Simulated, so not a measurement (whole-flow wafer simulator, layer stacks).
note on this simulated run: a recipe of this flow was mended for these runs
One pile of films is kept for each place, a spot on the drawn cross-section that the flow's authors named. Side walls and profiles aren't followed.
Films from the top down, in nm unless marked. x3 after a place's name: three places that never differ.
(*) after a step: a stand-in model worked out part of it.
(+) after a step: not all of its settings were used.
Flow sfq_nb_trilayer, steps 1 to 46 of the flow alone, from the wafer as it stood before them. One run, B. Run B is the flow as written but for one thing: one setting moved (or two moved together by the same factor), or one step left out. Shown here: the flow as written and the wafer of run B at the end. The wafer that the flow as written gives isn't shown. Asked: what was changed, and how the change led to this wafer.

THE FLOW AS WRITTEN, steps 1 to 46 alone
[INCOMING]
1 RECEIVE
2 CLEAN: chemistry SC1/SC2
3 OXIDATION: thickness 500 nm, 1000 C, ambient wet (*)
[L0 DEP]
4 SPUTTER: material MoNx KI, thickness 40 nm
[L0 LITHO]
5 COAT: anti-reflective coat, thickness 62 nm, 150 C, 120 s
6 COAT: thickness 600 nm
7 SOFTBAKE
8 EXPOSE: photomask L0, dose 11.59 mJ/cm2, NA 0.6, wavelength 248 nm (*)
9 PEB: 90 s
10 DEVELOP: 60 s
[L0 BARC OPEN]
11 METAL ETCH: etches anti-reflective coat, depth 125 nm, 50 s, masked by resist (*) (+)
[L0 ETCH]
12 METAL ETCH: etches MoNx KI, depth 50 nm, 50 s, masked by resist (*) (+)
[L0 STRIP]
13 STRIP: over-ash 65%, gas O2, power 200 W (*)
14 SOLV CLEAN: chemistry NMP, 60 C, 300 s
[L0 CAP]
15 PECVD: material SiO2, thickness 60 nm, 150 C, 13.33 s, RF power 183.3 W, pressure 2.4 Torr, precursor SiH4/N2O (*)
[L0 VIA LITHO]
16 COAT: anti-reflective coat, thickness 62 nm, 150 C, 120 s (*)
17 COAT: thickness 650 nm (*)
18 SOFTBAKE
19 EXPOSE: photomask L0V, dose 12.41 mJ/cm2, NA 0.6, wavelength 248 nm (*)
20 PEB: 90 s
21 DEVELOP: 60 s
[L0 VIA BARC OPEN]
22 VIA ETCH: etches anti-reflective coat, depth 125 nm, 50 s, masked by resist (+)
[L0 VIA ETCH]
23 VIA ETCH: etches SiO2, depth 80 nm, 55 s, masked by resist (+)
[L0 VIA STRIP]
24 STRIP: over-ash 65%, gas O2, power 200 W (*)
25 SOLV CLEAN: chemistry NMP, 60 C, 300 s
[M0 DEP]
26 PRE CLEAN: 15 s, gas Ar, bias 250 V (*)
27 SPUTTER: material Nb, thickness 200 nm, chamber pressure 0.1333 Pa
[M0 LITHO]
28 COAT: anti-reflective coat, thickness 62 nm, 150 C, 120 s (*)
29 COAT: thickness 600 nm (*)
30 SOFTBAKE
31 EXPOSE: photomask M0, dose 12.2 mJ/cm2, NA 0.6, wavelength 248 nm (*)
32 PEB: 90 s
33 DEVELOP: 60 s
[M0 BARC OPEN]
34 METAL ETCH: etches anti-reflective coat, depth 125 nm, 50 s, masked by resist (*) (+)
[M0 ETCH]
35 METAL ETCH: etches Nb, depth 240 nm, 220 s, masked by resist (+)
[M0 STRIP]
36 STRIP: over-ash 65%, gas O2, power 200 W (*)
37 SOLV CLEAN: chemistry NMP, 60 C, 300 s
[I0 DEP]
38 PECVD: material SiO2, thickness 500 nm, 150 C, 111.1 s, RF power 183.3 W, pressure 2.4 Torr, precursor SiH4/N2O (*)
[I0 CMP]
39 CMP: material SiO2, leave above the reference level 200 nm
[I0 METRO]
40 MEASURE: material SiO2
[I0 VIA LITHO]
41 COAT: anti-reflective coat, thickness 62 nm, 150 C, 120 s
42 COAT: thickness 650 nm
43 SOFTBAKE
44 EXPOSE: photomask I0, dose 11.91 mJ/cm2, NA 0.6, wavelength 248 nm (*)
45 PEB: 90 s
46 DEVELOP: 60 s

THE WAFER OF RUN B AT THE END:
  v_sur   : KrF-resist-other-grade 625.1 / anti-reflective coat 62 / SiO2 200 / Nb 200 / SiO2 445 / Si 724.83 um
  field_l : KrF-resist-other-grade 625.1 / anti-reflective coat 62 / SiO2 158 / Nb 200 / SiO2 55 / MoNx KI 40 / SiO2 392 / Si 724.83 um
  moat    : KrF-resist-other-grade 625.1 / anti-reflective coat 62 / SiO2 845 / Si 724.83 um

The cause: step 3, OXIDATION: thickness 392 nm was run, where the flow has thickness 500 nm.
It can be read off the wafer: field_l has SiO2 392, and step 3 as written asks for 500 nm.

How the change led to this, step by step:
  3 OXIDATION: thickness 500 nm, 1000 C, ambient wet (*)
      field_l, v_sur, via_wl and 103 more: SiO2 +392 (new film), chemical SiO2 -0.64 (all of it), Si -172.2 (as written it would be: SiO2 +500 (new film), chemical SiO2 -0.64 (all of it), Si -219.7)
